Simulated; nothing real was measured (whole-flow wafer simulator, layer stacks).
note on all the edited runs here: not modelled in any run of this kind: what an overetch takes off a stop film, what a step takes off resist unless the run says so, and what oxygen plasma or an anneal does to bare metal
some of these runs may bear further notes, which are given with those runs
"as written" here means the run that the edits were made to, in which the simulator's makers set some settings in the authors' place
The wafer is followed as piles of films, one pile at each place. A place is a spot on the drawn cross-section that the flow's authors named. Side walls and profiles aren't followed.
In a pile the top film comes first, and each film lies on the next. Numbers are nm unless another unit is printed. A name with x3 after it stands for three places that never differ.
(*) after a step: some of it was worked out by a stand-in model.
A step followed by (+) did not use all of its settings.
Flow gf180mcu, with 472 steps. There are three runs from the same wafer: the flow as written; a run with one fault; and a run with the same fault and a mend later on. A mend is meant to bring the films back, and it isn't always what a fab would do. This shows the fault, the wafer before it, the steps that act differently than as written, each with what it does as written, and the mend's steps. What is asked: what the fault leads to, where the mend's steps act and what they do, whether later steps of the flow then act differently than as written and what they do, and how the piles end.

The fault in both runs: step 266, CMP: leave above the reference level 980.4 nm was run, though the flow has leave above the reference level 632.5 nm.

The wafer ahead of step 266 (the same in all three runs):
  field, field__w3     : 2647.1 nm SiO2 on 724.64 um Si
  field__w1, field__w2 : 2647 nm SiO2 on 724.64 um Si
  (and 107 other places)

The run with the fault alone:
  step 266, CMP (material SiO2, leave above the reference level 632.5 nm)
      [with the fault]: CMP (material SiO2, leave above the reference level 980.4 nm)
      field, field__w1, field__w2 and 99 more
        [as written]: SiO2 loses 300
        [with the fault]: nothing
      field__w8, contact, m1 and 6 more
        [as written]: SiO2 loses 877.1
        [with the fault]: SiO2 loses 529.2
  Later steps of the flow acting differently than as written (6 more steps, not shown, differ only slightly: by at most 2% or 0.5 nm, whichever is larger):
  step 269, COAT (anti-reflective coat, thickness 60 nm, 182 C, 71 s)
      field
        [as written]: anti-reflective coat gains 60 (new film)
        [with the fault]: anti-reflective coat gains 79.1 (new film)
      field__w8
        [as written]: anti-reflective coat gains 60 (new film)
        [with the fault]: anti-reflective coat gains 33.4 (new film)
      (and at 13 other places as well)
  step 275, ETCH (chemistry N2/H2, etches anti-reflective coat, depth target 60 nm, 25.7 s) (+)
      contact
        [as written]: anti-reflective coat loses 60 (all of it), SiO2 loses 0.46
        [with the fault]: anti-reflective coat loses 35.5 (all of it), SiO2 loses 1.09
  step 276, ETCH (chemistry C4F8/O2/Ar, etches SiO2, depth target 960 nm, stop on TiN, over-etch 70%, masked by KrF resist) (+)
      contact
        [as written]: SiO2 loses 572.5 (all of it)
        [with the fault]: SiO2 loses 919.7 (all of it)
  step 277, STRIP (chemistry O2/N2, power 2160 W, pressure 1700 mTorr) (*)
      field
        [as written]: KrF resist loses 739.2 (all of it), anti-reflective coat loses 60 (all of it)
        [with the fault]: KrF resist loses 729.9 (all of it), anti-reflective coat loses 79.1 (all of it)
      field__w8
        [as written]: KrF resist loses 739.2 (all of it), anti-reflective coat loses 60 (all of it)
        [with the fault]: KrF resist loses 734.4 (all of it), anti-reflective coat loses 33.4 (all of it)
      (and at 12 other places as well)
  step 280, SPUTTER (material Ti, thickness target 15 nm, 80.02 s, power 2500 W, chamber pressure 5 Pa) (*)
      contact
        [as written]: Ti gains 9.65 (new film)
        [with the fault]: Ti gains 8.11 (new film)
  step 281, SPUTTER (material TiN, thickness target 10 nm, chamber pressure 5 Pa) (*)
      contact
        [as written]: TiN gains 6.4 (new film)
        [with the fault]: TiN gains 5.38 (new film)
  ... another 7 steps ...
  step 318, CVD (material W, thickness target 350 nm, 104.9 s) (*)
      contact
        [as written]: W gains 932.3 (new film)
        [with the fault]: W gains 978.5 (new film)
  The piles end different from the flow's at field, field__w1, field__w2 and 109 more by more than 2% or 0.5 nm, whichever is larger.
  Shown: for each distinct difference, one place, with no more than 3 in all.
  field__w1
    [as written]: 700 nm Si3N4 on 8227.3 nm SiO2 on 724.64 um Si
    [with the fault]: 700 nm Si3N4 on 8573.3 nm SiO2 on 724.64 um Si
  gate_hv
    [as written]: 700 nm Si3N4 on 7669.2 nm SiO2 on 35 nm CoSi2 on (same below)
    [with the fault]: 700 nm Si3N4 on 8015.2 nm SiO2 on 35 nm CoSi2 on (same below)
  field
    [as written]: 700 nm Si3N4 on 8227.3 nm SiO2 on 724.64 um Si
    [with the fault]: 700 nm Si3N4 on 8573.4 nm SiO2 on 724.64 um Si

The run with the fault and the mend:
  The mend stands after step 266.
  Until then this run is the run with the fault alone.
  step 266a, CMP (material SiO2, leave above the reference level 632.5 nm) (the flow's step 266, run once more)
      field, field__w1, field__w2 and 99 more
        SiO2 loses 300
      field__w8, contact, m1 and 6 more
        SiO2 loses 347.9
  None of the later steps of the flow acts differently than as written at any place that is followed.
  By the end, the piles equal the flow's at every place that both follow.
